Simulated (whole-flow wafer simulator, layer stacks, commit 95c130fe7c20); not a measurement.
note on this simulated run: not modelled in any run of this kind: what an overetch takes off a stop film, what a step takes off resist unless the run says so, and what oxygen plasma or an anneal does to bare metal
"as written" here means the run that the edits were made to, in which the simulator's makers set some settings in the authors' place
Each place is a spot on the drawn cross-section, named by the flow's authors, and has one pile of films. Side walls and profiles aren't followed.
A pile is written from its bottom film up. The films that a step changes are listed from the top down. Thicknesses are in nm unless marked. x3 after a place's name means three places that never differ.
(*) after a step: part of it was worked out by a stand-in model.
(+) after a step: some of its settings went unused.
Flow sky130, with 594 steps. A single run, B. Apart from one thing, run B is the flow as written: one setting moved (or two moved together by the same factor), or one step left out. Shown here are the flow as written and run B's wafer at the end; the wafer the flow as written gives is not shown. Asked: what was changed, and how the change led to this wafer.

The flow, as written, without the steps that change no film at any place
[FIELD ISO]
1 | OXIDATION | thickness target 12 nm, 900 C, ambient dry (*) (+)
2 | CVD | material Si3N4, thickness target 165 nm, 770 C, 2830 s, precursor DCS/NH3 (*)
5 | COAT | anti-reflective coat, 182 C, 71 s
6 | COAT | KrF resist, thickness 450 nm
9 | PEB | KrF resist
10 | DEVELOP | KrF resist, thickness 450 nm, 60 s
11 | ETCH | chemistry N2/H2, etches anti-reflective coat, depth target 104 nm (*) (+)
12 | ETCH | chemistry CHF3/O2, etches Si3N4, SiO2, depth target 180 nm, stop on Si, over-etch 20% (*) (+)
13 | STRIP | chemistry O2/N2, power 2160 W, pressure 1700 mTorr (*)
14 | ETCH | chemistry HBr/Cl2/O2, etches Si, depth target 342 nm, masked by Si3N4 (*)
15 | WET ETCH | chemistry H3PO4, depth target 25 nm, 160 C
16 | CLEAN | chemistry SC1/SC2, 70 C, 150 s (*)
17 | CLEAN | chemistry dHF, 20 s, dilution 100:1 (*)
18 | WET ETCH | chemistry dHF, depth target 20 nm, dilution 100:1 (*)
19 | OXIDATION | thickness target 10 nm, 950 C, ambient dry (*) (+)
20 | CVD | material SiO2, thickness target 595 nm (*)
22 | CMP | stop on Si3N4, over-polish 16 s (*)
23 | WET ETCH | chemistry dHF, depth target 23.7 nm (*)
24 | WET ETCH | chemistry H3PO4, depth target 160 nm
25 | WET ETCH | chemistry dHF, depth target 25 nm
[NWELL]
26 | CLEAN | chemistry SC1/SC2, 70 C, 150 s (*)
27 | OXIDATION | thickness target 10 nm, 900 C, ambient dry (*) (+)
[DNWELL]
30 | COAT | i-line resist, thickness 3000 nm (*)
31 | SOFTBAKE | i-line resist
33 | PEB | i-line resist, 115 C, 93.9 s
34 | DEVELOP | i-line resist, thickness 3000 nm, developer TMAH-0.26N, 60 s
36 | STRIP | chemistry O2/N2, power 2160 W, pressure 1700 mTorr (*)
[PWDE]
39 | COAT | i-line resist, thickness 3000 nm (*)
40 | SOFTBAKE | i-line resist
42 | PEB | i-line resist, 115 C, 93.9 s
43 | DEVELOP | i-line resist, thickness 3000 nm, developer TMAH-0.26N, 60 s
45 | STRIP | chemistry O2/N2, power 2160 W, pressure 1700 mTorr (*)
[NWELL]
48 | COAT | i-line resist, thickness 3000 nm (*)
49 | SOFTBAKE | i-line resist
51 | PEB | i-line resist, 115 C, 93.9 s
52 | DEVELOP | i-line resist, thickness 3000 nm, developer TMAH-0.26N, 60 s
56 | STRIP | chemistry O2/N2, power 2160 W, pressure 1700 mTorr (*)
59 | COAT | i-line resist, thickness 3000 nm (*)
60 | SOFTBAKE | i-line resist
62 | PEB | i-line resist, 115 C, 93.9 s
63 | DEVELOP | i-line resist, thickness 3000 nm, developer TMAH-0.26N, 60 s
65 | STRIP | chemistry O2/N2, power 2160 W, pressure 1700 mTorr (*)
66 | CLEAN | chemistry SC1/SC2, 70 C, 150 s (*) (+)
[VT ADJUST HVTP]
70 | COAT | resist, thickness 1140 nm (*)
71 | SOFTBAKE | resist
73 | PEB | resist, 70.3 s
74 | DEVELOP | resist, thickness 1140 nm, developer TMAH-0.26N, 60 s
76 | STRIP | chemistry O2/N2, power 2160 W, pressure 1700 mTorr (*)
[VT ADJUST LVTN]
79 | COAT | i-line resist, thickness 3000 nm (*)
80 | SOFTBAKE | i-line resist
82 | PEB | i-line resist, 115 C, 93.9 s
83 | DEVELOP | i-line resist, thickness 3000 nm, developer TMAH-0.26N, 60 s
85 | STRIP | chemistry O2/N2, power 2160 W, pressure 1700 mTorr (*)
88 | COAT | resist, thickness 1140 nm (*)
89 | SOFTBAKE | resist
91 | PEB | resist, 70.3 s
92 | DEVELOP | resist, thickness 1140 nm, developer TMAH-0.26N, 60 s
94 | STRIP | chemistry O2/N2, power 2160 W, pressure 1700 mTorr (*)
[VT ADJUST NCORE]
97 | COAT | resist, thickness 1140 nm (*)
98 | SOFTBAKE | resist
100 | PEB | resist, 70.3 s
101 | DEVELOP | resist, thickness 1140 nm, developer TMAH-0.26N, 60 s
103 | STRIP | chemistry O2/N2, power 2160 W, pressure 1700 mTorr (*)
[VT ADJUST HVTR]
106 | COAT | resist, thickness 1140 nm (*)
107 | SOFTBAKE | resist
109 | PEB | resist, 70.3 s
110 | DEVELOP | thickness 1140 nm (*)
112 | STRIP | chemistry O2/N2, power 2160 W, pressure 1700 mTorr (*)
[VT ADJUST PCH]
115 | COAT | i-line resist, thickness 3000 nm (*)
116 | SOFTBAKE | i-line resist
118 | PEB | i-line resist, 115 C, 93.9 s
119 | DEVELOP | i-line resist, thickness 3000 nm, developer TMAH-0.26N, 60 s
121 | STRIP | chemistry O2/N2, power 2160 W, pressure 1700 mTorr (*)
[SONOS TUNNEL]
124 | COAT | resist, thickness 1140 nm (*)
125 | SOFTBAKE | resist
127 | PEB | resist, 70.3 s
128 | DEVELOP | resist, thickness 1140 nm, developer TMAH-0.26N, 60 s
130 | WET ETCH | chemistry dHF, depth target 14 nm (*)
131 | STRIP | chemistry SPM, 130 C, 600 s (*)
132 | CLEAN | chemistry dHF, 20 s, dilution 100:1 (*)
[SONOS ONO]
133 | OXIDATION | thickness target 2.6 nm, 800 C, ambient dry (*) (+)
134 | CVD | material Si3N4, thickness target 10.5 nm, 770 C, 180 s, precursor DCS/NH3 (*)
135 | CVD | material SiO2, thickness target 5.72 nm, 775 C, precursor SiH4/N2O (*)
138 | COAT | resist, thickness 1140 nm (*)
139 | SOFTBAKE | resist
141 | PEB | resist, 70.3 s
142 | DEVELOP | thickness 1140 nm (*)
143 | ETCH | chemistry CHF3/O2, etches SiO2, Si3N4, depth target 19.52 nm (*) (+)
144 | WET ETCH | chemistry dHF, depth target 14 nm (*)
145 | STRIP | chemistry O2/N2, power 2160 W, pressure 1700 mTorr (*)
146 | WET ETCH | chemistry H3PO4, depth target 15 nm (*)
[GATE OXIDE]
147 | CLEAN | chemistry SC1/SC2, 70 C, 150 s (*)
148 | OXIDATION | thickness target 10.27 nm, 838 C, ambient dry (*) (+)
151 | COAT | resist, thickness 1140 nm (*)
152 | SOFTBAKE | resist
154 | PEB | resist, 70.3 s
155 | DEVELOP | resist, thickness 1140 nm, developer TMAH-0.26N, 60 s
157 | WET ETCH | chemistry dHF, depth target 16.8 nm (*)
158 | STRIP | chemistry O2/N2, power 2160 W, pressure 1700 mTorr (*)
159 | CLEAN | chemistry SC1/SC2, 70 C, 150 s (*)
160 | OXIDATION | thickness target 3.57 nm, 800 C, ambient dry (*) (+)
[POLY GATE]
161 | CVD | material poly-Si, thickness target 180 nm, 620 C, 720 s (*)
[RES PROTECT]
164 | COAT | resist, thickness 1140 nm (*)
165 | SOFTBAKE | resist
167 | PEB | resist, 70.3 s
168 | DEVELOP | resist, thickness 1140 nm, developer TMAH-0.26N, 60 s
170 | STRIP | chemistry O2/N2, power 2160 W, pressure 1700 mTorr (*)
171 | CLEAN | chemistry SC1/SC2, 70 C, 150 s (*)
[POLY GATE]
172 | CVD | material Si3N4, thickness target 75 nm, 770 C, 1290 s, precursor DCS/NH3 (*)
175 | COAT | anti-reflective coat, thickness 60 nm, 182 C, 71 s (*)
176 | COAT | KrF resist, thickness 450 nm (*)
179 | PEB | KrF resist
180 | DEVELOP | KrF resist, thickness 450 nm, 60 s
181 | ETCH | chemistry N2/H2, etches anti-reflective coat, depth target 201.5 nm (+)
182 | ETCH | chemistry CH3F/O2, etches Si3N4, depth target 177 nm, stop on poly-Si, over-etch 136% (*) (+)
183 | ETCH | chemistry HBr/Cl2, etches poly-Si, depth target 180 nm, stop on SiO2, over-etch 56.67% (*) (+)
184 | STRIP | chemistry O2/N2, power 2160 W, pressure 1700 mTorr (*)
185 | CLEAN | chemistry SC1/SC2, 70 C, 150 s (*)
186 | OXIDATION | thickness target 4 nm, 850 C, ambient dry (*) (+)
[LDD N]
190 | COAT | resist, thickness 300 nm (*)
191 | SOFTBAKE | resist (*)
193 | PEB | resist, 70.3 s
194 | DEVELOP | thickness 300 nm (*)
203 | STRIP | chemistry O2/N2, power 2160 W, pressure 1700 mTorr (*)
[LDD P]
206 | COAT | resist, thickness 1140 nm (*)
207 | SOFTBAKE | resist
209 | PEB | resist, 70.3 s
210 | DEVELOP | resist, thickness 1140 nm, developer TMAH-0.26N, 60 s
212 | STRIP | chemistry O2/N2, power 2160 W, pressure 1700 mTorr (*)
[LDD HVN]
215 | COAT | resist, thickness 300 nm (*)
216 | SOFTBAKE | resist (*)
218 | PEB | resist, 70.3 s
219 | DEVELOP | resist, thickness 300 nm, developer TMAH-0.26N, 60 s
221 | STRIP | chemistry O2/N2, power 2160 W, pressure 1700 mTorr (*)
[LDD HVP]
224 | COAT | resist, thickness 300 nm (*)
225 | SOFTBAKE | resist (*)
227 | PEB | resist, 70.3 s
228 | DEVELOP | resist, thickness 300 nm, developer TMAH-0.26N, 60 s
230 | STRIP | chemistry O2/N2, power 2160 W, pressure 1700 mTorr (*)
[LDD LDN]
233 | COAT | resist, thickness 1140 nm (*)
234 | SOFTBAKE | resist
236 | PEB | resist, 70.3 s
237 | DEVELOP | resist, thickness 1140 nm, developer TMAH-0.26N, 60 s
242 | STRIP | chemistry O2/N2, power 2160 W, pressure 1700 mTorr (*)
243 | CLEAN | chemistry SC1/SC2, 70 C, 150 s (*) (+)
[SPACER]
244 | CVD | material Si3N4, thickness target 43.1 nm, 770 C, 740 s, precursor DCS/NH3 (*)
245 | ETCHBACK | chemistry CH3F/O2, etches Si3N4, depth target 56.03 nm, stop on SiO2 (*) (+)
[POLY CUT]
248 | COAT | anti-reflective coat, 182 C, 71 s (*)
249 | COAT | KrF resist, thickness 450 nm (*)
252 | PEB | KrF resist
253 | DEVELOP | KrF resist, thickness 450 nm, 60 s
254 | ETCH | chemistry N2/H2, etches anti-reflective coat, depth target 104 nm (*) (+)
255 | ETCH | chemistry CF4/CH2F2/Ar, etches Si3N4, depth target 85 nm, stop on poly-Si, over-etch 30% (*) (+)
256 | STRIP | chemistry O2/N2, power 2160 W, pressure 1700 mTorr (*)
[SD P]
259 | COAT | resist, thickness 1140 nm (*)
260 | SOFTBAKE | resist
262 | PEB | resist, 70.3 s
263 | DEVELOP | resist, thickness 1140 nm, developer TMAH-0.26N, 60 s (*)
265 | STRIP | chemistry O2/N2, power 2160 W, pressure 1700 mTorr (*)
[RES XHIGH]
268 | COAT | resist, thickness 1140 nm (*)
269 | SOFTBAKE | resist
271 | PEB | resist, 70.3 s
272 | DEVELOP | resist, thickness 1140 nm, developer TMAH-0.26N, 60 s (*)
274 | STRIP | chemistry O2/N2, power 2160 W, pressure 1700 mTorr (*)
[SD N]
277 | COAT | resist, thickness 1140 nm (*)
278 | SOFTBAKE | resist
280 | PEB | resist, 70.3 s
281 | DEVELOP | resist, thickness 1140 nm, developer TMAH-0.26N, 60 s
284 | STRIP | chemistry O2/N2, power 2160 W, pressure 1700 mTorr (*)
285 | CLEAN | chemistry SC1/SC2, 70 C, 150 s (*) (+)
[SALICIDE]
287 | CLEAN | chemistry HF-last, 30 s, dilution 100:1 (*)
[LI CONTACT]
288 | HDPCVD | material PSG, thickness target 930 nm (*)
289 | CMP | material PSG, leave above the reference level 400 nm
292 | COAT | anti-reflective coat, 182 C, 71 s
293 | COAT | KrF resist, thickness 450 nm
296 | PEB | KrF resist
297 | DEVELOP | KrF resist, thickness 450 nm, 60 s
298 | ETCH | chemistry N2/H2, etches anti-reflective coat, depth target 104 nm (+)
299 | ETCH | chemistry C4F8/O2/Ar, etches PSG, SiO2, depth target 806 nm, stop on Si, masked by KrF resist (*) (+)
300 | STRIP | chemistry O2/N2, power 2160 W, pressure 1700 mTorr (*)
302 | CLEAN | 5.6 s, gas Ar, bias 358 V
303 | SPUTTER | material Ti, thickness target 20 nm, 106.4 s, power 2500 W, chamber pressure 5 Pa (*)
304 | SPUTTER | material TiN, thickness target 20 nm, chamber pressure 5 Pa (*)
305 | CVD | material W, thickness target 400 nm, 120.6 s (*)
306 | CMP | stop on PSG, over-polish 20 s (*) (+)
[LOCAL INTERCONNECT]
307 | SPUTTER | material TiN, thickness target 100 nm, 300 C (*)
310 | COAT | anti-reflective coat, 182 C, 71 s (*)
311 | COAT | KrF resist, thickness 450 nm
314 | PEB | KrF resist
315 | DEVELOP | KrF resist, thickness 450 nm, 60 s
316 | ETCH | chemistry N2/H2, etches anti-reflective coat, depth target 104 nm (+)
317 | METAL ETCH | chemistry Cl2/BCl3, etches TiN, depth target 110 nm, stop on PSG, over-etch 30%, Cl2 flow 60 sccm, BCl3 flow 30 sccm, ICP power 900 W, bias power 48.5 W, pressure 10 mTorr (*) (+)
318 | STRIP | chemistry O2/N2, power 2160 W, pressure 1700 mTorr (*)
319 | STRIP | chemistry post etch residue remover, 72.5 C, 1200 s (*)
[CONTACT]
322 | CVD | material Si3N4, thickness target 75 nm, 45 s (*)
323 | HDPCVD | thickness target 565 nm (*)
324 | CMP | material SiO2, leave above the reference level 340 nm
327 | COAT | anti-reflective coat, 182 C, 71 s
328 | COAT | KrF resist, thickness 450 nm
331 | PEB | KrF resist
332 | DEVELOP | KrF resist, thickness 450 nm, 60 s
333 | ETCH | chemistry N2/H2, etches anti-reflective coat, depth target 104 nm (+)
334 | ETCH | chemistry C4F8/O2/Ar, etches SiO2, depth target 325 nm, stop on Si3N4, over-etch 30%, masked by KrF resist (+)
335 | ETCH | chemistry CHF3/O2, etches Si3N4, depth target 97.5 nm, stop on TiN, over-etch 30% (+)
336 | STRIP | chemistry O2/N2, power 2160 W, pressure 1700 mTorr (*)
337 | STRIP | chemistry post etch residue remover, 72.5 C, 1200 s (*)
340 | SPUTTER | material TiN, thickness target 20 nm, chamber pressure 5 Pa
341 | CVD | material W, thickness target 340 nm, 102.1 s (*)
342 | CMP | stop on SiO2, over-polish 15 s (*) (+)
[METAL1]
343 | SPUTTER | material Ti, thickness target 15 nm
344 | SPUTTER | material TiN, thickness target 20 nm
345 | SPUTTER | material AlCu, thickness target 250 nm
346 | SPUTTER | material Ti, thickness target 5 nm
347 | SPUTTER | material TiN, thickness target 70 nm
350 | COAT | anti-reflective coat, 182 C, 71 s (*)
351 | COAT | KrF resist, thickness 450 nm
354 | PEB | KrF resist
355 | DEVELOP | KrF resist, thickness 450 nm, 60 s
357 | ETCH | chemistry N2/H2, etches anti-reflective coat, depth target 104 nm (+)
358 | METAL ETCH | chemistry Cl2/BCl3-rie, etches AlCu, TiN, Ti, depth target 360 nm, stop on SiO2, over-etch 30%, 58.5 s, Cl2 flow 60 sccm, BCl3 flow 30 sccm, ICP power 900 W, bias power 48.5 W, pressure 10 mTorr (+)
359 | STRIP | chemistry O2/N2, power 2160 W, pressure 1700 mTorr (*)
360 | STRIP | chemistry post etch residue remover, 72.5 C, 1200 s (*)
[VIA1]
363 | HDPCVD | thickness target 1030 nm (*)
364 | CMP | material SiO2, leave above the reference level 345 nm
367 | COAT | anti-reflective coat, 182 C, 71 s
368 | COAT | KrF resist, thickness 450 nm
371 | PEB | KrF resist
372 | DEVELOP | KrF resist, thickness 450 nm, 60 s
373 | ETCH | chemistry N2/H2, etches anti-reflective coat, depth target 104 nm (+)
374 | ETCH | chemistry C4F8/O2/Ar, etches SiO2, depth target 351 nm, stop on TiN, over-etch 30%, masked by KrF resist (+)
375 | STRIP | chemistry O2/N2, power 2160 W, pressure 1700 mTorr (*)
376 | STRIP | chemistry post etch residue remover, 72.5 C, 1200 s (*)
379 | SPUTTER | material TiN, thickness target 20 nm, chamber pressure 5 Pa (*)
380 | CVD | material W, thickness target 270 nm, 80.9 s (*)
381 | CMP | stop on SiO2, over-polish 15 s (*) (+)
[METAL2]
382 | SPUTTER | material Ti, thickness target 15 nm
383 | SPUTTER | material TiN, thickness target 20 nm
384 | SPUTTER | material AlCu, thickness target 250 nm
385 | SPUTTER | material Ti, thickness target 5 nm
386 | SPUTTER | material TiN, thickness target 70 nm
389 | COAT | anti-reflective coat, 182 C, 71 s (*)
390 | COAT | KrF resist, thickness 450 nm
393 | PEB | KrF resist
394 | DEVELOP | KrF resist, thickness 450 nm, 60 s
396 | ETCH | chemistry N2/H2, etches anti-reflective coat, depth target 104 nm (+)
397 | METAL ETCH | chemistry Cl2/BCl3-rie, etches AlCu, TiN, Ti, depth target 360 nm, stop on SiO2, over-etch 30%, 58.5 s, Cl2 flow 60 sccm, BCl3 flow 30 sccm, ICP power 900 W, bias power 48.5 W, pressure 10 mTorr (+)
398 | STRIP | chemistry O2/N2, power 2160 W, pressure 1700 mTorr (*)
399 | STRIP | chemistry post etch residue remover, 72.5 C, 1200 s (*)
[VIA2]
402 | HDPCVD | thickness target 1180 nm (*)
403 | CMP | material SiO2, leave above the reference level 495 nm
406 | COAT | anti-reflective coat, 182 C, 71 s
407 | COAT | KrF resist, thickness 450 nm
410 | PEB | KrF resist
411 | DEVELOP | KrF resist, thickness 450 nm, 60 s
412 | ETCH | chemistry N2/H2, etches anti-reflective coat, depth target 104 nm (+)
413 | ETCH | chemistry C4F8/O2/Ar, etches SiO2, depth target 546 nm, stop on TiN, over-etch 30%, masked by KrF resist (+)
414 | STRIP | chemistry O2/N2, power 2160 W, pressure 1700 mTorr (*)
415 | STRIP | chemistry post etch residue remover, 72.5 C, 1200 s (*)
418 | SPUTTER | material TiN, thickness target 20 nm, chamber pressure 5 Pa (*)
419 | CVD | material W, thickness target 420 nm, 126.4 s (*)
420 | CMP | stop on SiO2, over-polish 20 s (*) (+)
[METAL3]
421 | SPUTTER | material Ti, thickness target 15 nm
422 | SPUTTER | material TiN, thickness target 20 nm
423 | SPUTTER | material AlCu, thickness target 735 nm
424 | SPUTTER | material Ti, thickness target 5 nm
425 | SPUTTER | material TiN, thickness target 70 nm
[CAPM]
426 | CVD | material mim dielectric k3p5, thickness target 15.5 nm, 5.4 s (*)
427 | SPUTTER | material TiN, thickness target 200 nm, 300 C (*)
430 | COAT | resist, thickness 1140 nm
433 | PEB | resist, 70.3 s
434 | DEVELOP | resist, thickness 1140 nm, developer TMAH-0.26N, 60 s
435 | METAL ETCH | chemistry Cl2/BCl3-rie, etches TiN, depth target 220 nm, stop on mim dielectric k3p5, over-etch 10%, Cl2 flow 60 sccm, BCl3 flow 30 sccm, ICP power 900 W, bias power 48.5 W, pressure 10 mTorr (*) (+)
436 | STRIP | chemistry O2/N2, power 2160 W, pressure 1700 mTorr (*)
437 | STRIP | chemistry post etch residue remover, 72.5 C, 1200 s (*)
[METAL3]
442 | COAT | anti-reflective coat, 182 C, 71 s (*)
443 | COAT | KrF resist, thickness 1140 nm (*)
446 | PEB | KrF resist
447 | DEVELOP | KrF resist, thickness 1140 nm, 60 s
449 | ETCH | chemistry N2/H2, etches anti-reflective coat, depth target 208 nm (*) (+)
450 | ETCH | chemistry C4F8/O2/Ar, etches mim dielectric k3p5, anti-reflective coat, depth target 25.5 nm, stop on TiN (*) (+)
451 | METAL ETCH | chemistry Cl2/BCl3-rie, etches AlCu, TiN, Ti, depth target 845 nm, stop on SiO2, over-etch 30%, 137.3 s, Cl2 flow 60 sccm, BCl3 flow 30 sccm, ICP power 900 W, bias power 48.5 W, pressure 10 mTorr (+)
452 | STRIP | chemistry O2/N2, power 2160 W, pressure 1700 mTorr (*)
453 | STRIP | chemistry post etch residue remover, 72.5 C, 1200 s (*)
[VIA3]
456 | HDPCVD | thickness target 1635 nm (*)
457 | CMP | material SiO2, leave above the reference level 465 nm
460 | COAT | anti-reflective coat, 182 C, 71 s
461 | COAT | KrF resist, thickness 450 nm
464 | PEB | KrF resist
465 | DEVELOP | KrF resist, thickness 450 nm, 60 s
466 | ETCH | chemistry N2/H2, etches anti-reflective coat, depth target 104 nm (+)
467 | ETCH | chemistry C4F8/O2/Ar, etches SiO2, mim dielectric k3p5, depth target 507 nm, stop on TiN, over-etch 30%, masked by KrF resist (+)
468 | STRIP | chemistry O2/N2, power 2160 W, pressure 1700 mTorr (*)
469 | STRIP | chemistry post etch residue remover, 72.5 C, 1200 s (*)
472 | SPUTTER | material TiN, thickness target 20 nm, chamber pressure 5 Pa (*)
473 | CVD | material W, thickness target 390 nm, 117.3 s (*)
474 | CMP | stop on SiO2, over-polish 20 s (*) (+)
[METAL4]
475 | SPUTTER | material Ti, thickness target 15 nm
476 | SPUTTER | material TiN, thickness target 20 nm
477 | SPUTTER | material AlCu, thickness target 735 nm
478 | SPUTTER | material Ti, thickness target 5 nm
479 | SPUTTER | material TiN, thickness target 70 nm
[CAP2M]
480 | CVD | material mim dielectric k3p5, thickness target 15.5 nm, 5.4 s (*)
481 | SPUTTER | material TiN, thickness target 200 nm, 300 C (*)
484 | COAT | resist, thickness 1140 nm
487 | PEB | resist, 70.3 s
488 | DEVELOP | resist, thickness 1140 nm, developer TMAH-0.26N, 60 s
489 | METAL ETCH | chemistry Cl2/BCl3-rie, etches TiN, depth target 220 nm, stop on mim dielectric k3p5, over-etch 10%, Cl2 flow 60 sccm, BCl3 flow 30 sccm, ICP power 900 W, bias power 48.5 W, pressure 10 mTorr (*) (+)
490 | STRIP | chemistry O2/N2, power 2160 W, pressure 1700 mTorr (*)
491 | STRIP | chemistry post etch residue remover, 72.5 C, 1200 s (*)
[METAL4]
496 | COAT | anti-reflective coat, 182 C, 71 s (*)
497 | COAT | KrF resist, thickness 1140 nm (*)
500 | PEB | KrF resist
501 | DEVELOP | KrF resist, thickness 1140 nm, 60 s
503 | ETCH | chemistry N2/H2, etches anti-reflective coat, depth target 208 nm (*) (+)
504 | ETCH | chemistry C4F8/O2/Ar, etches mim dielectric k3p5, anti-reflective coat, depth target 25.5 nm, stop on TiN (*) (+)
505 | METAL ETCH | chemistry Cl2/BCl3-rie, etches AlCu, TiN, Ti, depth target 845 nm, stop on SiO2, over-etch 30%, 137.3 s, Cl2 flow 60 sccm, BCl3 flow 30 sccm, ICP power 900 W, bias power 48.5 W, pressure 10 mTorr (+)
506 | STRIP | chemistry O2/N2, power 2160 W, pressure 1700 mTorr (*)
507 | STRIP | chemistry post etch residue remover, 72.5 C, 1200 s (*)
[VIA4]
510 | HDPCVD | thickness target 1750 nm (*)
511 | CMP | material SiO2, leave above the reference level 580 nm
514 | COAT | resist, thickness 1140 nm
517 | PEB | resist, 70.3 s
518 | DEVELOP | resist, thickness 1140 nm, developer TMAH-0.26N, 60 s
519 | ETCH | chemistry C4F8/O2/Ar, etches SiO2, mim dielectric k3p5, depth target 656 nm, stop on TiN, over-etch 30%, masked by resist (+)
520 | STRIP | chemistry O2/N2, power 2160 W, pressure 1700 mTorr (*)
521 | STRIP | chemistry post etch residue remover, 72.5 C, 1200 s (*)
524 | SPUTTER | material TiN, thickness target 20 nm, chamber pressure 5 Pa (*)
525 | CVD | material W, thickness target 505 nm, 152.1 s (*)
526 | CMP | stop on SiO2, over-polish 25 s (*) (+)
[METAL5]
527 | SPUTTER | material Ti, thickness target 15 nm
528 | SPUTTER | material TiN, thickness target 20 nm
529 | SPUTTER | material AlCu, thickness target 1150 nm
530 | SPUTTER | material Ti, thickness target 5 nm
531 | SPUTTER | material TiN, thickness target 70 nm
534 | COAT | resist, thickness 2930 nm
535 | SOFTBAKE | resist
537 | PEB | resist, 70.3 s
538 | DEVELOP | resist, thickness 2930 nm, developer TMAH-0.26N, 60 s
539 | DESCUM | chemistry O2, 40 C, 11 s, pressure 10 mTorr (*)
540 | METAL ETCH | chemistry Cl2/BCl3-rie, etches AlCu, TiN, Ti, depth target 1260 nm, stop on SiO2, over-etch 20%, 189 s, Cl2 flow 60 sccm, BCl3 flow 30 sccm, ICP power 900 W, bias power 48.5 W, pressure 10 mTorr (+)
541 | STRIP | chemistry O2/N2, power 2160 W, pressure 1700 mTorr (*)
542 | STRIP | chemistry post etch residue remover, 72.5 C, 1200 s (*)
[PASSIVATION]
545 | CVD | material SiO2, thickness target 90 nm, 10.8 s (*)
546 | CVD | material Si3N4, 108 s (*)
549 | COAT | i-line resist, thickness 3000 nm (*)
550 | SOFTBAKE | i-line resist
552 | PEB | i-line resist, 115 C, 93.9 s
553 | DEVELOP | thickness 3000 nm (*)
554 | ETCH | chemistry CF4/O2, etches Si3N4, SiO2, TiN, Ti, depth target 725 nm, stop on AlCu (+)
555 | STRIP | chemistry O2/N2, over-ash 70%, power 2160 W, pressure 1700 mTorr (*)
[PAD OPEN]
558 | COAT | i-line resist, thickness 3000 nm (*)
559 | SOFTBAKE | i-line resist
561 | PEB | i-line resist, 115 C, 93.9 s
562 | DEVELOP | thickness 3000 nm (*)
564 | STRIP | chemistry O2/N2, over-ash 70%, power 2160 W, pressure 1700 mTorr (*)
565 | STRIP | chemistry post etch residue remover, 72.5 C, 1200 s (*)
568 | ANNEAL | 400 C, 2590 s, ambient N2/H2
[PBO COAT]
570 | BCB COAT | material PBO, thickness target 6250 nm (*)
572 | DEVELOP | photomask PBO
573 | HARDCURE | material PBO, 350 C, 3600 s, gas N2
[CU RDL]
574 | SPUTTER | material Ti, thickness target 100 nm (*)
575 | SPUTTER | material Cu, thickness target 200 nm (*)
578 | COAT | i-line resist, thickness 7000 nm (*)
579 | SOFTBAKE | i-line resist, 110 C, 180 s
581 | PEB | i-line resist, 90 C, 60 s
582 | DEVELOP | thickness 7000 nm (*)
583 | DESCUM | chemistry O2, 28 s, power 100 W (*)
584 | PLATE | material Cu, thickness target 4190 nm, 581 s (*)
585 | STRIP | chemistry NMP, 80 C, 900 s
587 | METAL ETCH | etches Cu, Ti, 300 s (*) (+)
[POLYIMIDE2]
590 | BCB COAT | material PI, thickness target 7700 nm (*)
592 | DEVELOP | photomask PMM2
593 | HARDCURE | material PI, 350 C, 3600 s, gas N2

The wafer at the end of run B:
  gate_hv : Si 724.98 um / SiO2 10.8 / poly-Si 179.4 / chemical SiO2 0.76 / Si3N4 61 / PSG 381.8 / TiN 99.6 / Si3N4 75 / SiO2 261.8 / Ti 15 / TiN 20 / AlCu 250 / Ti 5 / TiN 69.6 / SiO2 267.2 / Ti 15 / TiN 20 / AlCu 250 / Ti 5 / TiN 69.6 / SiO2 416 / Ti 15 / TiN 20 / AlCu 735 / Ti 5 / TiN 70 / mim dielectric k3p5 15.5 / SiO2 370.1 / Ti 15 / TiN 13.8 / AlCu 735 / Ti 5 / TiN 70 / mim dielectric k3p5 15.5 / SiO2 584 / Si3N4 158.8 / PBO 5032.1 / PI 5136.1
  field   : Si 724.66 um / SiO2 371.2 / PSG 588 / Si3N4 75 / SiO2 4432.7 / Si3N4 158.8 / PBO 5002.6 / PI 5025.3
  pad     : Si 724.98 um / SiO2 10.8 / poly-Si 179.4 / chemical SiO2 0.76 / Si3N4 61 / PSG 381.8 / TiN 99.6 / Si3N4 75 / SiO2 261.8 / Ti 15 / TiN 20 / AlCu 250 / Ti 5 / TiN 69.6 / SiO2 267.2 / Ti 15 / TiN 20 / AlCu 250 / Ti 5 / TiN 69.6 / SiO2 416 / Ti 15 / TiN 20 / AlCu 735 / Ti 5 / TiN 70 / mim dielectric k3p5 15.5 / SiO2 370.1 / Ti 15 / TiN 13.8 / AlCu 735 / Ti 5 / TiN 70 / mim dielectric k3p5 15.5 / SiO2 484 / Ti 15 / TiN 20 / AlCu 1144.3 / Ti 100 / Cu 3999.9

What caused this: step 476, SPUTTER: thickness target 13.8 nm was run, whereas the flow has thickness target 20 nm.
The wafer lets one read it off: gate_hv has TiN 13.8, and step 476 as written asks for 20 nm.

How this came from the change, step by step:
  476 | SPUTTER | material TiN, thickness target 20 nm
      field, active, n_well and 189 more: TiN gains 13.8 (new film) (in the flow as written it would be: TiN gains 20 (new film))
  505 | METAL ETCH | chemistry Cl2/BCl3-rie, etches AlCu, TiN, Ti, depth target 845 nm, stop on SiO2, over-etch 30%, 137.3 s, Cl2 flow 60 sccm, BCl3 flow 30 sccm, ICP power 900 W, bias power 48.5 W, pressure 10 mTorr (+)
      field, gate, spacer and 68 more: TiN loses 70 (all of it), Ti loses 5 (all of it), AlCu loses 735 (all of it), TiN loses 13.8 (all of it), Ti loses 15 (all of it), SiO2 loses 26 (in the flow as written it would be: TiN loses 70 (all of it), Ti loses 5 (all of it), AlCu loses 735 (all of it), TiN loses 20 (all of it), Ti loses 15 (all of it), SiO2 loses 25.4)
      active, vpp_iso1, mim_edge_plate and 14 more: TiN loses 70 (all of it), Ti loses 5 (all of it), AlCu loses 735 (all of it), TiN loses 13.8 (all of it), Ti loses 15 (all of it), SiO2 loses 26 (in the flow as written it would be: TiN loses 70 (all of it), Ti loses 5 (all of it), AlCu loses 735 (all of it), TiN loses 20 (all of it), Ti loses 15 (all of it), SiO2 loses 25.3)
